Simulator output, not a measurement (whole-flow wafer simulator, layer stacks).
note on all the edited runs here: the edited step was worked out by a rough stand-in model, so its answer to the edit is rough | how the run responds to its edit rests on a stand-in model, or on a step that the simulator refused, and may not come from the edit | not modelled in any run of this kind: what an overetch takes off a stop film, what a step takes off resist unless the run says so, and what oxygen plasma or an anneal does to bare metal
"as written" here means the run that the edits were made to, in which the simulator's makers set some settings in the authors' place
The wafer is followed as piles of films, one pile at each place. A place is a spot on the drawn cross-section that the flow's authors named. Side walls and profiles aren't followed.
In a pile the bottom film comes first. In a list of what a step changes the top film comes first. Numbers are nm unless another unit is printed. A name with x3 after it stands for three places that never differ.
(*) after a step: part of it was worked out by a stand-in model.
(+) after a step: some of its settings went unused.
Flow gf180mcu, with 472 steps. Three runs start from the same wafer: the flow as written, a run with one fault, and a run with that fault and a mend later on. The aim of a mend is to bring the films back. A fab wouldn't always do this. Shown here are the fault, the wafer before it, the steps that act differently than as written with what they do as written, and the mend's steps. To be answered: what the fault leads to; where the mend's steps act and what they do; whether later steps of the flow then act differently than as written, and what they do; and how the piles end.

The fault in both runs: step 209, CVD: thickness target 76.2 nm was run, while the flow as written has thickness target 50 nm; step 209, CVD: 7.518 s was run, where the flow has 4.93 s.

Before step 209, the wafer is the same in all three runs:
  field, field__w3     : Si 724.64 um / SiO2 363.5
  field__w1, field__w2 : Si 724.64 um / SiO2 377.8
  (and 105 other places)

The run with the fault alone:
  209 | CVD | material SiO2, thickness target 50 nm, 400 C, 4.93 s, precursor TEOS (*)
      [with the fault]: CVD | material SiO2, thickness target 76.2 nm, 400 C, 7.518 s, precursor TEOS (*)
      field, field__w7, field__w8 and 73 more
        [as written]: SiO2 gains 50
        [with the fault]: SiO2 gains 75.3
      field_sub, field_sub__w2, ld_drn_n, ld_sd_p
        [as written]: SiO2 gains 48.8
        [with the fault]: SiO2 gains 73.5
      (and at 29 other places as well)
  Later steps of the flow acting differently than as written (not shown: 9 more steps that differ only slightly, by at most 2% or 0.5 nm, whichever is larger):
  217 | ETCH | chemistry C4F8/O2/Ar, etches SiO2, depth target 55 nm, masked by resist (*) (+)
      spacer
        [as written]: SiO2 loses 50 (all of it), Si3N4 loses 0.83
        [with the fault]: SiO2 loses 55
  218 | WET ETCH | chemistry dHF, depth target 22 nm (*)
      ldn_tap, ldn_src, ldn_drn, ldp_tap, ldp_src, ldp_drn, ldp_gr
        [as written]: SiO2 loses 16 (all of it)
        [with the fault]: SiO2 loses 38.9
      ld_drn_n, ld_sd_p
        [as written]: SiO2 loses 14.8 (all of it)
        [with the fault]: SiO2 loses 37.5
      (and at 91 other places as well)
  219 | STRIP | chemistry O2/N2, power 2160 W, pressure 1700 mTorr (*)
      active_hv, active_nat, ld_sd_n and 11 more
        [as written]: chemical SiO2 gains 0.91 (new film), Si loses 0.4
        [with the fault]: nothing
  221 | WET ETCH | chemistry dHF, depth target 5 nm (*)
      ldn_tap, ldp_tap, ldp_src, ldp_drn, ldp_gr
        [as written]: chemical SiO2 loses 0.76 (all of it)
        [with the fault]: SiO2 loses 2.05 (all of it)
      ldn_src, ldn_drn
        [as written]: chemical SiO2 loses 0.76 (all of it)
        [with the fault]: SiO2 loses 2.04 (all of it)
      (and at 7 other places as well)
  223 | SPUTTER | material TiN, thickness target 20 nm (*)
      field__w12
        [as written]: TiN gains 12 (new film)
        [with the fault]: TiN gains 12.7 (new film)
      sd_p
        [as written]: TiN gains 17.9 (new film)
        [with the fault]: TiN gains 17.1 (new film)
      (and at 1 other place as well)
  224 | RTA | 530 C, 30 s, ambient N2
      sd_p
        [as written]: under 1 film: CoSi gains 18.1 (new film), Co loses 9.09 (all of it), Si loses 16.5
        [with the fault]: under 1 film: CoSi gains 17.3 (new film), Co loses 8.71 (all of it), Si loses 15.8
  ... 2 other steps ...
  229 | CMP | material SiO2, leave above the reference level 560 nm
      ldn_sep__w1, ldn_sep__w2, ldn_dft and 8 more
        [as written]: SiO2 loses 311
        [with the fault]: SiO2 loses 320.8
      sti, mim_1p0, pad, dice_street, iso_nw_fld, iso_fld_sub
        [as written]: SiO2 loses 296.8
        [with the fault]: SiO2 loses 306.6
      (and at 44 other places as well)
  At sd_p, the piles at the end differ from the flow's by more than 2% or 0.5 nm, whichever is larger.
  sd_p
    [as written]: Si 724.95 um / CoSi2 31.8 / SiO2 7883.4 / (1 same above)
    [with the fault]: Si 724.95 um / CoSi2 30.5 / SiO2 7883.4 / (1 same above)

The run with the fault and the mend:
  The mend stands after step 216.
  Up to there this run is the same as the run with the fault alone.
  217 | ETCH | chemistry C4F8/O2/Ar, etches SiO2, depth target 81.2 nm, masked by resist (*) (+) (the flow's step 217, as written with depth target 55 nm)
      field, field__w1, field__w2 and 96 more
        SiO2 loses 81.2
      field__w5, field__w9, field__w13 and 8 more
        resist loses 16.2
      spacer
        SiO2 loses 75.3 (all of it), Si3N4 loses 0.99
  Later steps of the flow acting differently than as written (not shown: 4 more steps that differ only slightly, by at most 2% or 0.5 nm, whichever is larger):
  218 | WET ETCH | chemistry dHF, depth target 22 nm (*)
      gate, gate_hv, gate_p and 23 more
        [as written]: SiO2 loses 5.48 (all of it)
        [with the mend]: SiO2 loses 4.56 (all of it)
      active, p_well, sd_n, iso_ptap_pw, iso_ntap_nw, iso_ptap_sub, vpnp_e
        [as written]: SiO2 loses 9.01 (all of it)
        [with the mend]: SiO2 loses 8.09 (all of it)
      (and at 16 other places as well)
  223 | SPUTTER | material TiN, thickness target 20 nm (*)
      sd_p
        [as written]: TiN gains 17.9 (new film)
        [with the mend]: TiN gains 17.1 (new film)
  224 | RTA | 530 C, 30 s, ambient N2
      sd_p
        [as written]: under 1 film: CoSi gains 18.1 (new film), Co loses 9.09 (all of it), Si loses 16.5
        [with the mend]: under 1 film: CoSi gains 17.3 (new film), Co loses 8.71 (all of it), Si loses 15.8
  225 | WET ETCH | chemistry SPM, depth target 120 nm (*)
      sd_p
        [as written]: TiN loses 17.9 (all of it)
        [with the mend]: TiN loses 17.1 (all of it)
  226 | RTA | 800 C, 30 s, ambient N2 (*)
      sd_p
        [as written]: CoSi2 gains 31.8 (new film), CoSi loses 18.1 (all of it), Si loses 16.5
        [with the mend]: CoSi2 gains 30.5 (new film), CoSi loses 17.3 (all of it), Si loses 15.8
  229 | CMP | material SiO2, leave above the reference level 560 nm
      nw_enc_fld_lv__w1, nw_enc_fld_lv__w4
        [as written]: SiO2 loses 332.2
        [with the mend]: SiO2 loses 356.6
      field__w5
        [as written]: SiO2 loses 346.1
        [with the mend]: SiO2 loses 373
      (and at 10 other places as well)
  At sd_p, the piles at the end differ from the flow's by more than 2% or 0.5 nm, whichever is larger.
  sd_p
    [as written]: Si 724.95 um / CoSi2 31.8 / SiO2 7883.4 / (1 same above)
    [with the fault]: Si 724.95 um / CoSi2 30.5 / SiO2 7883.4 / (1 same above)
    [with the mend]: Si 724.95 um / CoSi2 30.5 / SiO2 7883.4 / (1 same above)
